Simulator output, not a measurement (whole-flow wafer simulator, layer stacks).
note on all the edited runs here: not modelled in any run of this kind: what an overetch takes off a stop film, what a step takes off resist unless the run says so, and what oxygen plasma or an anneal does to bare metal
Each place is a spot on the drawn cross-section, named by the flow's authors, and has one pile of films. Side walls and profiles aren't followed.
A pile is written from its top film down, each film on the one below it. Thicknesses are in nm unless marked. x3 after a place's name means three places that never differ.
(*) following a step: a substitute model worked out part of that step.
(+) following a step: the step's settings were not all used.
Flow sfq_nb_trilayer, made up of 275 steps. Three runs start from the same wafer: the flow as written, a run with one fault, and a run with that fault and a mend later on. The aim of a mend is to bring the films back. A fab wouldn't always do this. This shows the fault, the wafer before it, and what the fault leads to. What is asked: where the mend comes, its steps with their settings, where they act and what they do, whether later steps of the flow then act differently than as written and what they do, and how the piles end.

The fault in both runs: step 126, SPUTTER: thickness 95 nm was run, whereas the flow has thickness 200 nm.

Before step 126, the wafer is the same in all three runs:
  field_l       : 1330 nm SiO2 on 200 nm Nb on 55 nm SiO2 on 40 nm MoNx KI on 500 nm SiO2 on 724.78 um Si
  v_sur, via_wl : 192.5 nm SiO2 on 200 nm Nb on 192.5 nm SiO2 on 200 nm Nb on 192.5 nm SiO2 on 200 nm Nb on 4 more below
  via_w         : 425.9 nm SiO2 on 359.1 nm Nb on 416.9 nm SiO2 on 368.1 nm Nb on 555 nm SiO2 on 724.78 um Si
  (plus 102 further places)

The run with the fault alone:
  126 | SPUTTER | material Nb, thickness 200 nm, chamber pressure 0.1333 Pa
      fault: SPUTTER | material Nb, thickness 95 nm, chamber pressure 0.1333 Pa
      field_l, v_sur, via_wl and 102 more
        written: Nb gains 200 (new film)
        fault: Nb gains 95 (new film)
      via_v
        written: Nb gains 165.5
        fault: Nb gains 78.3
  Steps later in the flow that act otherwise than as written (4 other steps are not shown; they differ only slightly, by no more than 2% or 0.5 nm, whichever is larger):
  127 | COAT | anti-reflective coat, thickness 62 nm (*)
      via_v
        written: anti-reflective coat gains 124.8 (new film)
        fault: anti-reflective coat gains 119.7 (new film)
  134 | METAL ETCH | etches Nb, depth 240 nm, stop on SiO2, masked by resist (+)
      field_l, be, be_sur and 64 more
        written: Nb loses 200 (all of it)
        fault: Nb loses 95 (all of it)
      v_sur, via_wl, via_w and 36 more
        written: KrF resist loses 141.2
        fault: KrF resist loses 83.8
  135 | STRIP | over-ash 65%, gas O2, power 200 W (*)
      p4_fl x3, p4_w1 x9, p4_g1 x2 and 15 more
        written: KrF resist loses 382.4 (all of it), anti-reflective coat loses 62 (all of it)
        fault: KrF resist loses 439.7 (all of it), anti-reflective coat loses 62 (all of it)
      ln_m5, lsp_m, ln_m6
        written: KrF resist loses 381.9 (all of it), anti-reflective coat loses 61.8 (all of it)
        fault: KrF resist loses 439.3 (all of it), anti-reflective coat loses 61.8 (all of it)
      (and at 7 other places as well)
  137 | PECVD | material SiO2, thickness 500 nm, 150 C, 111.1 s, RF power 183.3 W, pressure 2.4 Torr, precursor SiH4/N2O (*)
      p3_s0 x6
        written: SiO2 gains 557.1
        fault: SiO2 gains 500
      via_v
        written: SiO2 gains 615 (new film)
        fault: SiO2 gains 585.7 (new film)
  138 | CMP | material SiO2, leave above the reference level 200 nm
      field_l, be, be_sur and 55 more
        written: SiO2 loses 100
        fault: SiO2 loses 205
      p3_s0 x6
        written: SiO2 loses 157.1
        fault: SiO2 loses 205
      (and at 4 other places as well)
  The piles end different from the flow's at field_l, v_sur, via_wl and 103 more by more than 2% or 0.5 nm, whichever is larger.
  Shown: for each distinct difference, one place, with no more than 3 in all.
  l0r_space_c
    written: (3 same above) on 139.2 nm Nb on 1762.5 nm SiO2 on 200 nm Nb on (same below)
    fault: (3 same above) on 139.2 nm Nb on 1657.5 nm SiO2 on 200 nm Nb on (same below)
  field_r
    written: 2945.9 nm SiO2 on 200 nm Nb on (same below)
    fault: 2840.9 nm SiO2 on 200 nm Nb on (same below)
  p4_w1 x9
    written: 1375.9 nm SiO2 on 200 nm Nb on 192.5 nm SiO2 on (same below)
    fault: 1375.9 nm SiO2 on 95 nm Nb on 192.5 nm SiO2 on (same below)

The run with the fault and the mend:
  The mend follows step 126.
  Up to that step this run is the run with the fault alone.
  126a | SPUTTER | material Nb, thickness 105 nm, chamber pressure 0.1333 Pa (the flow's step 126 again, with other settings)
      field_l, v_sur, via_wl and 102 more
        Nb gains 105
      via_v
        Nb gains 86
  Later steps of the flow that are run all act as written at every place that is followed, up to a difference of at most 2% or 0.5 nm, whichever is larger.
  When the end is reached, the piles differ only a little from the flow's at the places that both follow, at most by 2% or 0.5 nm, whichever is larger.
